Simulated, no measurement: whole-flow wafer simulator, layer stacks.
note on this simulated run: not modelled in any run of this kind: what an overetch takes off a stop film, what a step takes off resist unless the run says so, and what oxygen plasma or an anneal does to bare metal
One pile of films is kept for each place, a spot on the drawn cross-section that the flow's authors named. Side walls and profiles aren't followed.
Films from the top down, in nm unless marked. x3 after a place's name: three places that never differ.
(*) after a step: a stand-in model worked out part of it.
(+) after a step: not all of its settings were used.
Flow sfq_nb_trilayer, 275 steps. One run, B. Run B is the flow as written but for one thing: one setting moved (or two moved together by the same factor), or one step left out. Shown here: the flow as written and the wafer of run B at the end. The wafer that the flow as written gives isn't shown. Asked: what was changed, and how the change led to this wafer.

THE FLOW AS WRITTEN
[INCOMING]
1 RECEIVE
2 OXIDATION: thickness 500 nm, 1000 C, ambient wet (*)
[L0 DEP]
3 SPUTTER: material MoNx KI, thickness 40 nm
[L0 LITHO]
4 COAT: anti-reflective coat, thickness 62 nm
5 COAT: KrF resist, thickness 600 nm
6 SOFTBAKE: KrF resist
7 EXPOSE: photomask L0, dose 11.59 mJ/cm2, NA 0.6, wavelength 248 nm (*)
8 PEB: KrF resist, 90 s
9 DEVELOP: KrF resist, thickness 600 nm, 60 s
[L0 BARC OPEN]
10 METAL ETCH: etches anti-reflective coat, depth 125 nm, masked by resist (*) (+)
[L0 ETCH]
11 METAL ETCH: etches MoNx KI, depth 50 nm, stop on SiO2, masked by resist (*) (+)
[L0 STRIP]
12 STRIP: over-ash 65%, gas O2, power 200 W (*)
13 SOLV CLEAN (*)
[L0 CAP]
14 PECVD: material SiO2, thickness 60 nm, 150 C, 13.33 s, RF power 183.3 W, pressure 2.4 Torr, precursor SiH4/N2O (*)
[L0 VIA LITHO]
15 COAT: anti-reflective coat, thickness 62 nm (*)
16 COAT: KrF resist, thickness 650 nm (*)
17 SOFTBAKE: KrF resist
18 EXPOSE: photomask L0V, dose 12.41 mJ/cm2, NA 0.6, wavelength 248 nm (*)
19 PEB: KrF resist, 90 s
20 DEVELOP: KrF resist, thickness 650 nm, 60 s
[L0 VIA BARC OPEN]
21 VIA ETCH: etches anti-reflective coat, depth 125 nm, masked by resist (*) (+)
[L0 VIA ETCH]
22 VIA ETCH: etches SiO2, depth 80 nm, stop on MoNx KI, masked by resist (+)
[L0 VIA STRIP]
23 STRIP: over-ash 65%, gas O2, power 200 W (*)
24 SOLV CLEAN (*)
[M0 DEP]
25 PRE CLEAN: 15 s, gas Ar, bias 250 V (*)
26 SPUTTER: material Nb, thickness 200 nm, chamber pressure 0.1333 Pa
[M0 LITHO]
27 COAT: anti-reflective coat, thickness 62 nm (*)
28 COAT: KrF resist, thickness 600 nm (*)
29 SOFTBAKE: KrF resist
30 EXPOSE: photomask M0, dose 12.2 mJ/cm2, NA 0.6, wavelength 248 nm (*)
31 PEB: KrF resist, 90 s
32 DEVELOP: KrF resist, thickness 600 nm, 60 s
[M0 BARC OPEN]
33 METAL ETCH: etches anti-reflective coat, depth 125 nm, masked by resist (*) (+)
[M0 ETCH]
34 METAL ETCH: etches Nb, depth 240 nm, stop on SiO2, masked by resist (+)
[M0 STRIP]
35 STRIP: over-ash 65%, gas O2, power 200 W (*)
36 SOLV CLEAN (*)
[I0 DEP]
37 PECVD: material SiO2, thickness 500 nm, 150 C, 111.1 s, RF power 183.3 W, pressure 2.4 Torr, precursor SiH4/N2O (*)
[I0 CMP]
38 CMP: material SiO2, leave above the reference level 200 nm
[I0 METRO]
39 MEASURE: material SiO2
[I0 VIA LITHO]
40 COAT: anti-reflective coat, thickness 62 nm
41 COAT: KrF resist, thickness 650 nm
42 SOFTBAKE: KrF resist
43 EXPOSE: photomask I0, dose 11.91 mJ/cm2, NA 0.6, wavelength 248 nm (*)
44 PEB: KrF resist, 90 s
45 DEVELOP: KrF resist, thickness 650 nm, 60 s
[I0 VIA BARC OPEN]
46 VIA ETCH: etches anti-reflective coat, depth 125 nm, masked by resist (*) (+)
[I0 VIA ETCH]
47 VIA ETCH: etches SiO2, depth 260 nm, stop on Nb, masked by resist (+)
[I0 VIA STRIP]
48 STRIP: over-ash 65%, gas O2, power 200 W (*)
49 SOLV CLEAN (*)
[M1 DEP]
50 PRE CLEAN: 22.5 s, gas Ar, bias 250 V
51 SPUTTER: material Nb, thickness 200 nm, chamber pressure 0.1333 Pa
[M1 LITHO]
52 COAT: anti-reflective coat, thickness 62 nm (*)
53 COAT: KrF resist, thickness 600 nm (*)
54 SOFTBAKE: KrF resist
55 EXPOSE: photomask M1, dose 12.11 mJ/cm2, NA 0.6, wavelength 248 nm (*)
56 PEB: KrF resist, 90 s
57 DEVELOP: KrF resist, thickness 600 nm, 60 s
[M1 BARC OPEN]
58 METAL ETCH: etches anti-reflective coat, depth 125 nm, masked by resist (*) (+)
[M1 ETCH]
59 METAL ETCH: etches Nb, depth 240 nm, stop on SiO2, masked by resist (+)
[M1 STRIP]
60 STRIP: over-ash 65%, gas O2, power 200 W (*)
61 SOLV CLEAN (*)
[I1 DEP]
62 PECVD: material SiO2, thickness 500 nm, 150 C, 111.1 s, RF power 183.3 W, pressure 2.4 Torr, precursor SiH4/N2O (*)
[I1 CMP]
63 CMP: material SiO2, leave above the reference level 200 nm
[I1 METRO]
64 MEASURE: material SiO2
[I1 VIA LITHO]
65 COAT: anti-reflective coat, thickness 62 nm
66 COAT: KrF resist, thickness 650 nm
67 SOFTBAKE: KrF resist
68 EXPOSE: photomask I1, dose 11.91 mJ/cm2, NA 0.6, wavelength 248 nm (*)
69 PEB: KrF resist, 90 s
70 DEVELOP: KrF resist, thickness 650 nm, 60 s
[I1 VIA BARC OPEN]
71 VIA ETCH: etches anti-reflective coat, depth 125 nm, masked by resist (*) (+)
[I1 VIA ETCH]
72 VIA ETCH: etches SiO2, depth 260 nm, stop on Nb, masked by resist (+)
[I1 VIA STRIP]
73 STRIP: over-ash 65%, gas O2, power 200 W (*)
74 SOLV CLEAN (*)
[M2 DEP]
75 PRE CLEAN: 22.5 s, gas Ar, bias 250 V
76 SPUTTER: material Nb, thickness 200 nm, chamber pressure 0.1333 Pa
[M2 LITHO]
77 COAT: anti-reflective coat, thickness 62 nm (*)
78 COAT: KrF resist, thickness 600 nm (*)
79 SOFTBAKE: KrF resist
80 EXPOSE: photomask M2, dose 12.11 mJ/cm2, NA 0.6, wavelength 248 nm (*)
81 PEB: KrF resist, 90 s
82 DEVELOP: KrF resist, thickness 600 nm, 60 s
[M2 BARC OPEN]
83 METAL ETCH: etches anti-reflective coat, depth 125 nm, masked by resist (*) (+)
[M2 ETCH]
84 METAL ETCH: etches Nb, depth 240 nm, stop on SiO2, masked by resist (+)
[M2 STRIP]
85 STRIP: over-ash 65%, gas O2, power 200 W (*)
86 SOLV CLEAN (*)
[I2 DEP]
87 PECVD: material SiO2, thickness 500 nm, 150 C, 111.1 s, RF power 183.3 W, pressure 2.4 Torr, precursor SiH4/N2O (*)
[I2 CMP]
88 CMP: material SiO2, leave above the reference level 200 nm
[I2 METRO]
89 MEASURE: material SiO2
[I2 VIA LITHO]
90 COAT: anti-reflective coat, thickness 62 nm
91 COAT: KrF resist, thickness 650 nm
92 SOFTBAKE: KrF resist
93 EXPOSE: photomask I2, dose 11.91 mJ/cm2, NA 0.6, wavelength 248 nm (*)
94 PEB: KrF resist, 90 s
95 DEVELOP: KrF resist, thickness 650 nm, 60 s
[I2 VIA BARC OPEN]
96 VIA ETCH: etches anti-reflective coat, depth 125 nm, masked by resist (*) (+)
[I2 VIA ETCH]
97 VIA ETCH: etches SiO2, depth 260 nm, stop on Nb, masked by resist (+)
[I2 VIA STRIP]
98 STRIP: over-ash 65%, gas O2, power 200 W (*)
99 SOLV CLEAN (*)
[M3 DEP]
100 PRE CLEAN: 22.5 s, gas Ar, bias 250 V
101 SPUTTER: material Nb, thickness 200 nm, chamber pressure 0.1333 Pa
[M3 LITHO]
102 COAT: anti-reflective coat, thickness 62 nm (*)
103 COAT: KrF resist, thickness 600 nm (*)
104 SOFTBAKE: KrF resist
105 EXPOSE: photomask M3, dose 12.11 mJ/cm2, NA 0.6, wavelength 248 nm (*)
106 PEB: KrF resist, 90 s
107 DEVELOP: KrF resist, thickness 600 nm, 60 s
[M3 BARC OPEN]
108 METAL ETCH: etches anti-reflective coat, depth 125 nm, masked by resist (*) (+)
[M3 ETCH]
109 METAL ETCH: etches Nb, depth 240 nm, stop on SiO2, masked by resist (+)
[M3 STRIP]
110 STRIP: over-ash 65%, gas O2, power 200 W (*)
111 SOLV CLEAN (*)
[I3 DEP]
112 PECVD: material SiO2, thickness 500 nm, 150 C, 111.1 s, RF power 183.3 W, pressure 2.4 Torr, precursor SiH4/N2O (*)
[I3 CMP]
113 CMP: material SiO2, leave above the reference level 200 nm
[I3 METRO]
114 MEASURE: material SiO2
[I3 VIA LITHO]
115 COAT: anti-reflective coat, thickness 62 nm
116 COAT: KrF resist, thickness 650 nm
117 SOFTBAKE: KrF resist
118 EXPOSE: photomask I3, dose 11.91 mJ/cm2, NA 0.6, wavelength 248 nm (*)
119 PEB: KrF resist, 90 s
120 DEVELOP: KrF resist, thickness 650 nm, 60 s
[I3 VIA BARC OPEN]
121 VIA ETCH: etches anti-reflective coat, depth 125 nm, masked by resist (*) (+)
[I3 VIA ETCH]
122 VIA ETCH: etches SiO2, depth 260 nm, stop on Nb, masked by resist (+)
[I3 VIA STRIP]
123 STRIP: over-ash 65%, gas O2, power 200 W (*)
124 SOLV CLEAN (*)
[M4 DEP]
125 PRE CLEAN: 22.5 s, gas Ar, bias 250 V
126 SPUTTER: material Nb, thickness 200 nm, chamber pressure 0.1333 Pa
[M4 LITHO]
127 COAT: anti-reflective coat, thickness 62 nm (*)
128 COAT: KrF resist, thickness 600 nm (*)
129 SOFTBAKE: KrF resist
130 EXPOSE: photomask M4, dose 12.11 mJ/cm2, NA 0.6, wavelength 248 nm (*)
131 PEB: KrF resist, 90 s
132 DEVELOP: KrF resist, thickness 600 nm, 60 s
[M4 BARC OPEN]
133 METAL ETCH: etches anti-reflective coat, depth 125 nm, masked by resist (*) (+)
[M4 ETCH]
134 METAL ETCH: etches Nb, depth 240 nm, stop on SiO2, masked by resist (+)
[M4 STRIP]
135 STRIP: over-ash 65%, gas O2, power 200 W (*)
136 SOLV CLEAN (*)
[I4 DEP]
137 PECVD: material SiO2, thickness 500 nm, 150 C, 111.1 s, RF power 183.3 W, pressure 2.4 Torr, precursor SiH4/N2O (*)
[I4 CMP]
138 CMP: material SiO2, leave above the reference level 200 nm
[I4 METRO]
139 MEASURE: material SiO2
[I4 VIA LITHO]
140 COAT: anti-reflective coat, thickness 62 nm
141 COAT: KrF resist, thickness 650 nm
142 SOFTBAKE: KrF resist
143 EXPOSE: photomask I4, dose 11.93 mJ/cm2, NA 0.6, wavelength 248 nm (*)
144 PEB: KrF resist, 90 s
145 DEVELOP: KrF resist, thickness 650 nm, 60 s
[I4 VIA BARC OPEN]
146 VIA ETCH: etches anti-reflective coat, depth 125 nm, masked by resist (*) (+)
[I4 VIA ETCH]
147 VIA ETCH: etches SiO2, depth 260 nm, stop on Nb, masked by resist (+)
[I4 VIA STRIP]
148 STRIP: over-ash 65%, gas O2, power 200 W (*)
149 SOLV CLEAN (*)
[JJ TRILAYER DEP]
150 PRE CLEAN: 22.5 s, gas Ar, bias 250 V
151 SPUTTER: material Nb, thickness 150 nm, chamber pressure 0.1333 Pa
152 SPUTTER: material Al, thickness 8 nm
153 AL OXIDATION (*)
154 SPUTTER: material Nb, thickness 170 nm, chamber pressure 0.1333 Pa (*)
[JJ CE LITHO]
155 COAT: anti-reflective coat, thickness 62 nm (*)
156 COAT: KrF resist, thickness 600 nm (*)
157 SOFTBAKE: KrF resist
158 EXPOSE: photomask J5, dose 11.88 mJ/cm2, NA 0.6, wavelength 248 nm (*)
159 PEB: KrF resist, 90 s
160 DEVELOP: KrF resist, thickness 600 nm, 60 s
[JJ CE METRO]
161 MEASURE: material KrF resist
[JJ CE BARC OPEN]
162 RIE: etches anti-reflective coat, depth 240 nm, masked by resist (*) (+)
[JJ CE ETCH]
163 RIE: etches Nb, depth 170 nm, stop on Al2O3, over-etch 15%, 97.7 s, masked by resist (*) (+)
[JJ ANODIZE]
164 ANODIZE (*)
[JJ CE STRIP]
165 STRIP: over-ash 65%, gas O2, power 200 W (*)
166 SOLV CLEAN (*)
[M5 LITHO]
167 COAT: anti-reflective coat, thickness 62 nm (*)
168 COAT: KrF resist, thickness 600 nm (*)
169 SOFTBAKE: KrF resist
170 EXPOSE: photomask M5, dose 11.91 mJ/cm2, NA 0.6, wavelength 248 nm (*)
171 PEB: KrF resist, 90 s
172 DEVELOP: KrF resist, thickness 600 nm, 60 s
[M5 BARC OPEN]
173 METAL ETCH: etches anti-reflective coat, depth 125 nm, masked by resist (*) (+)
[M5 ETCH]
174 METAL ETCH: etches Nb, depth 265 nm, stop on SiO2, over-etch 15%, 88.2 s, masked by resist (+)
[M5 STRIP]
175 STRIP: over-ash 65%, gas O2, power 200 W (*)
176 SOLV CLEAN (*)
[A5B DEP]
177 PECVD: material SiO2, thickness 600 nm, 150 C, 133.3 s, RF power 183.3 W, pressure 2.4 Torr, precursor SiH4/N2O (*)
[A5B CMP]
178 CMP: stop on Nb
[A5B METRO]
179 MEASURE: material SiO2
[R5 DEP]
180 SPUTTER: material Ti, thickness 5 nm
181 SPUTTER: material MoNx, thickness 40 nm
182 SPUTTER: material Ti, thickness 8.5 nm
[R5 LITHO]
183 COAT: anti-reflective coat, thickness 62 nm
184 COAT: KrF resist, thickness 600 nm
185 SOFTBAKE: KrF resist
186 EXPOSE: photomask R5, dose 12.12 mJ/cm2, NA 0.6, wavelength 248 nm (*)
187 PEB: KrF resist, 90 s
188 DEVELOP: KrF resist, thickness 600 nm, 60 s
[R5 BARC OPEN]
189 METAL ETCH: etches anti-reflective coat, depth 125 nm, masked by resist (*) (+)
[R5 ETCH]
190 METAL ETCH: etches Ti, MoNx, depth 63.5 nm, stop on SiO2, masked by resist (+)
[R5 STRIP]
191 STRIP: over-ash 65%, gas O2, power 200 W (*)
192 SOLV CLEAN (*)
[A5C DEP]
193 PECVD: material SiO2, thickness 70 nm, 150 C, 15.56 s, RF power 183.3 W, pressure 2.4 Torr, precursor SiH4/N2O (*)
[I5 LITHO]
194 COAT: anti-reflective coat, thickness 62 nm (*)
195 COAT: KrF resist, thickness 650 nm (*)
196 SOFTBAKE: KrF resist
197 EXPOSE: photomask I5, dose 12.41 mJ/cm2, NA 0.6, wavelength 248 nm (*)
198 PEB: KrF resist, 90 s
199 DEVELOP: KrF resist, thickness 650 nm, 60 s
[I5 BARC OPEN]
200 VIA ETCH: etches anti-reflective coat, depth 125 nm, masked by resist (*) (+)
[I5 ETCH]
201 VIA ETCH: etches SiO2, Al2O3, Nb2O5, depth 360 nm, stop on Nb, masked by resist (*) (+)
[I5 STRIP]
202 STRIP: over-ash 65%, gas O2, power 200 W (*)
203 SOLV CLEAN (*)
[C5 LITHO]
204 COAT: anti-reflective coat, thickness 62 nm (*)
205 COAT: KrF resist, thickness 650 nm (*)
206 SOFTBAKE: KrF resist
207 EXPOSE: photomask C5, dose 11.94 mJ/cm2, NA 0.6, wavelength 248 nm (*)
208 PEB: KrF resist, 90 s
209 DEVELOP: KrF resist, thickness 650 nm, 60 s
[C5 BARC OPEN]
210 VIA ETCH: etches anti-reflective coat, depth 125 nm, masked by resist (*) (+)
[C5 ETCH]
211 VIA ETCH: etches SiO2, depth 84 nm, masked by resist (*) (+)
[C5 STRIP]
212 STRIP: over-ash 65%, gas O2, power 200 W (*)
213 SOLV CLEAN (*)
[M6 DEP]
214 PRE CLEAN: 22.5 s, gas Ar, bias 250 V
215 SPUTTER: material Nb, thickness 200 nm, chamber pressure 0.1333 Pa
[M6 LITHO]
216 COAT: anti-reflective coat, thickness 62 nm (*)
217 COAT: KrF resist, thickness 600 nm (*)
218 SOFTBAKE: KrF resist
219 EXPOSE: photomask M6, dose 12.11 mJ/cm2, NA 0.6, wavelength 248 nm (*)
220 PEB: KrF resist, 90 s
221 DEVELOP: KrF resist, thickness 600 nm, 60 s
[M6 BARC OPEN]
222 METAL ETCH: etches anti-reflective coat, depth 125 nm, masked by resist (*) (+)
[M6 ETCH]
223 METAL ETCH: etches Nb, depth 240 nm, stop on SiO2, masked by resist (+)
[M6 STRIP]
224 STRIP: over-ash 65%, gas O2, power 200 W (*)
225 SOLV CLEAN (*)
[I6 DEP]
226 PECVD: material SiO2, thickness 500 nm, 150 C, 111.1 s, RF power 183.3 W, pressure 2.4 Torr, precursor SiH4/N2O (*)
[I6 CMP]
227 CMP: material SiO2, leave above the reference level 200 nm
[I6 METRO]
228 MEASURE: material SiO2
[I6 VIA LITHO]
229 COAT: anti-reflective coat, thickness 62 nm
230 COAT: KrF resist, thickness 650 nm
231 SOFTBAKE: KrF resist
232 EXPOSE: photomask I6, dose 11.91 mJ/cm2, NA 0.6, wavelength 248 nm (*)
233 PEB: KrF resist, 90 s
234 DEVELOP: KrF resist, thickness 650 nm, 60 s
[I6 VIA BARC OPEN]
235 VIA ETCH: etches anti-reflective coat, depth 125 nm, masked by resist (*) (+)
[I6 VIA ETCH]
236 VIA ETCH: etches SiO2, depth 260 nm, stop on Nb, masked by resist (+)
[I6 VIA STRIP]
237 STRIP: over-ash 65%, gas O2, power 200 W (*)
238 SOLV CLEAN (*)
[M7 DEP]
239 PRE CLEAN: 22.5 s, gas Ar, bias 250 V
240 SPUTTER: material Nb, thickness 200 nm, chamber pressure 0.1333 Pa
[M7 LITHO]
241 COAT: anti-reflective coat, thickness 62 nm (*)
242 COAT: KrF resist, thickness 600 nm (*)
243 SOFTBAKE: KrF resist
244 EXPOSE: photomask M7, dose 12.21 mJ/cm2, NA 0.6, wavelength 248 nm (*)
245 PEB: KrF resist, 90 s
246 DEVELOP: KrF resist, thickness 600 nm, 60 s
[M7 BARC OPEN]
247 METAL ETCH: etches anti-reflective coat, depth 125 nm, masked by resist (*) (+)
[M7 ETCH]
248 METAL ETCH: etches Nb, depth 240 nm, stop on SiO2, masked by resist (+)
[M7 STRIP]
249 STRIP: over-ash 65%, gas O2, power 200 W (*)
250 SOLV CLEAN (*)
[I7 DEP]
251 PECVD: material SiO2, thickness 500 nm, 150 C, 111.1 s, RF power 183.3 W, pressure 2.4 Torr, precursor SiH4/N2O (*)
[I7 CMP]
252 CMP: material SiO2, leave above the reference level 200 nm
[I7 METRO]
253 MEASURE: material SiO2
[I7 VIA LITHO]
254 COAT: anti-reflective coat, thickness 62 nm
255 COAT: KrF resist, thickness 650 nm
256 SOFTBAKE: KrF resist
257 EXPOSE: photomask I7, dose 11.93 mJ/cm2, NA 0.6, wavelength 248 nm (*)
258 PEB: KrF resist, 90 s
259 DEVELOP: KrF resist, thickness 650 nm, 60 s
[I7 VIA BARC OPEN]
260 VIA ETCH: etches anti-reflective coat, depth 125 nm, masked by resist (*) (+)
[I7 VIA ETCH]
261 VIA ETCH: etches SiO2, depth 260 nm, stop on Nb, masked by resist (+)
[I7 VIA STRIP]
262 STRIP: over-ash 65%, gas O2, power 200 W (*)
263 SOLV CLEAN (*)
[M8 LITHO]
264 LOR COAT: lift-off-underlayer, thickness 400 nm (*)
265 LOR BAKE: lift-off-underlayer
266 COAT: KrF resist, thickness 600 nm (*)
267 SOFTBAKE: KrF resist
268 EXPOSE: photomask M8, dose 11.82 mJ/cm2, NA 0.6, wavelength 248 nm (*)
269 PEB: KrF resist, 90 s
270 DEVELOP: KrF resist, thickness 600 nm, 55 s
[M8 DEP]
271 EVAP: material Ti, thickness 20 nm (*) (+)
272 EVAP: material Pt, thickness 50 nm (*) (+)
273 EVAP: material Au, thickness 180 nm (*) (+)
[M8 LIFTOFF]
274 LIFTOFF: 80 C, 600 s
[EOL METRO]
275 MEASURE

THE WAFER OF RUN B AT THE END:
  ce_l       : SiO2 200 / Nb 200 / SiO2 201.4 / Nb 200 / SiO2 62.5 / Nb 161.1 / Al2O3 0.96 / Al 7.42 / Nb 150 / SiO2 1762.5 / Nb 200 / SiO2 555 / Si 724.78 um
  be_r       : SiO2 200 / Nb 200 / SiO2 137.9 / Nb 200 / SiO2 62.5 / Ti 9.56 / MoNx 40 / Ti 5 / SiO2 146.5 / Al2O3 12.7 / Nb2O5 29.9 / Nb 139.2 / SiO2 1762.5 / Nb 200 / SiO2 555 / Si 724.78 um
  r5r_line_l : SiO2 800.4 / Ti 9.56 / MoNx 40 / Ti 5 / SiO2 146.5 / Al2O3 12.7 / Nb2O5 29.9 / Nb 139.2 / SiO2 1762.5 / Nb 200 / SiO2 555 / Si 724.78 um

The cause: step 182, SPUTTER: thickness 9.56 nm was run, where the flow has thickness 8.5 nm.
It can be read off the wafer: be_r has Ti 9.56, and step 182 as written asks for 8.5 nm.

How the change led to this, step by step:
  182 SPUTTER: material Ti, thickness 8.5 nm
      field_l, v_sur, via_wl and 103 more: Ti +9.56 (new film) (as written it would be: Ti +8.5 (new film))
  190 METAL ETCH: etches Ti, MoNx, depth 63.5 nm, stop on SiO2, masked by resist (+)
      field_l, v_sur, via_wl and 92 more: Ti -9.56 (all of it), MoNx -40 (all of it), Ti -5 (all of it) (as written it would be: Ti -8.5 (all of it), MoNx -40 (all of it), Ti -5 (all of it))
      ce_l, c5j, ce_r, wl_jj: Ti -9.56 (all of it), MoNx -40 (all of it), Ti -5 (all of it), Nb -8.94 (as written it would be: Ti -8.5 (all of it), MoNx -40 (all of it), Ti -5 (all of it), Nb -10)
